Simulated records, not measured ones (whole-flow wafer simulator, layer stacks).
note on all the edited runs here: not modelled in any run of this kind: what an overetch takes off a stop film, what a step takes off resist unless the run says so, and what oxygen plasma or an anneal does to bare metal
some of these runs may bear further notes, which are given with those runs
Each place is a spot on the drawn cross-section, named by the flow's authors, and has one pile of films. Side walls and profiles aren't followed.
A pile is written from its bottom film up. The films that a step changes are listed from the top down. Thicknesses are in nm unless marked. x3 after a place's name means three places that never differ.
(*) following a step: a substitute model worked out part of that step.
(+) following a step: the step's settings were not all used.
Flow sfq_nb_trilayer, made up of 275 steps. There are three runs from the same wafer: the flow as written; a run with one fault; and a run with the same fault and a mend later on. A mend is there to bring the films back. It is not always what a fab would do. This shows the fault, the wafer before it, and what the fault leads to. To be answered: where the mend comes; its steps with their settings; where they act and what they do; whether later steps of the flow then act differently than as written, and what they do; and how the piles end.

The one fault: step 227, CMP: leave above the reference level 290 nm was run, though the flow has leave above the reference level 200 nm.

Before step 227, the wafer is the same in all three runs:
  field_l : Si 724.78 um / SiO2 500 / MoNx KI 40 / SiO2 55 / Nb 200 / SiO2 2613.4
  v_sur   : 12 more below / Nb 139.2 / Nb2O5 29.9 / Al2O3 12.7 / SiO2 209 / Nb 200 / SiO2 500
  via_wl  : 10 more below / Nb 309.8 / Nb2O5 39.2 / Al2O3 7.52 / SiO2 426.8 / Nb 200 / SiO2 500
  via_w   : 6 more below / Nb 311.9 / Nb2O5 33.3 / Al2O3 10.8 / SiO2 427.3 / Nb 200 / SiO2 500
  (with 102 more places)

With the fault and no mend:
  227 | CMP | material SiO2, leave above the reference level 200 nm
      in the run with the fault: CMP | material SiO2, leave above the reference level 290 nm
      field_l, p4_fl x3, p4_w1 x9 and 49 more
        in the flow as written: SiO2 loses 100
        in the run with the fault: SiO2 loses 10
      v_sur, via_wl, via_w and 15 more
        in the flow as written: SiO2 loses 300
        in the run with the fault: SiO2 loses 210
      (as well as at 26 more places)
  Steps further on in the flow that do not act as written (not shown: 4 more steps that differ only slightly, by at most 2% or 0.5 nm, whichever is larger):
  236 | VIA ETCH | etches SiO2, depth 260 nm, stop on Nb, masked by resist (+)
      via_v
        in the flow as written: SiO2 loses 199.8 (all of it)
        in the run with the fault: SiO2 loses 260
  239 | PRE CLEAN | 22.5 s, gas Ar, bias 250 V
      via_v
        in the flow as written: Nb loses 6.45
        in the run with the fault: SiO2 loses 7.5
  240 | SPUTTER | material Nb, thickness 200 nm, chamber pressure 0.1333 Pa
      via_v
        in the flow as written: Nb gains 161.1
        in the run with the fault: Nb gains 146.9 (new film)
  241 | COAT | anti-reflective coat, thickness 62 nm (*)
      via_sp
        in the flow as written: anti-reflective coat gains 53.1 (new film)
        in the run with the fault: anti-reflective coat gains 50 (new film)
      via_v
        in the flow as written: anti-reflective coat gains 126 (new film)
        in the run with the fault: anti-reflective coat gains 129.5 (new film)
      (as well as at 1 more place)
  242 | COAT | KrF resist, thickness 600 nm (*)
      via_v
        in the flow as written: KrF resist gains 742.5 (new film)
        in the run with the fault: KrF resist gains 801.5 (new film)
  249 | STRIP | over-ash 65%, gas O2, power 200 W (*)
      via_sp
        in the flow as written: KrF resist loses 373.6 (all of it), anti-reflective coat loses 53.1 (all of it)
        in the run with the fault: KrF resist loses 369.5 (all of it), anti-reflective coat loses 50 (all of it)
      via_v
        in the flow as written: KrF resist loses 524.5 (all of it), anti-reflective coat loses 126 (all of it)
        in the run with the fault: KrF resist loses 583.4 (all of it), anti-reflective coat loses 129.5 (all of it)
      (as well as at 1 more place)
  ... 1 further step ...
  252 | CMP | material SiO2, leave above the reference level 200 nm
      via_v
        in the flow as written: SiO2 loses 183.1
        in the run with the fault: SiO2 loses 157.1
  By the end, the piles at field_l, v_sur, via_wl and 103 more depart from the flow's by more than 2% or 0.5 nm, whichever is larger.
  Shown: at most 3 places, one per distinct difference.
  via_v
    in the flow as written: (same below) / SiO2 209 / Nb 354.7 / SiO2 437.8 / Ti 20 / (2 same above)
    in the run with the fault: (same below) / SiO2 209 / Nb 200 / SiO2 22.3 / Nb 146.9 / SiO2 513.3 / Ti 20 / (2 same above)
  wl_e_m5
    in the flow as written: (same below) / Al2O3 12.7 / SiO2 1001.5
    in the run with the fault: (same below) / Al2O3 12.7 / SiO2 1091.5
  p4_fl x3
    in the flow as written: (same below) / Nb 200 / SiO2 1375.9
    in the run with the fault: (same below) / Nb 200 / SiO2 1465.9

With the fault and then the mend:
  The mend stands after step 228.
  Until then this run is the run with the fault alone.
  228a | CMP | material SiO2, leave above the reference level 200 nm (the flow's step 227 again)
      field_l, v_sur, via_wl and 103 more
        SiO2 loses 90
  Later steps of the flow that are run all act as written at every place that is followed.
  At every place that both follow, the piles at the end match the flow's.
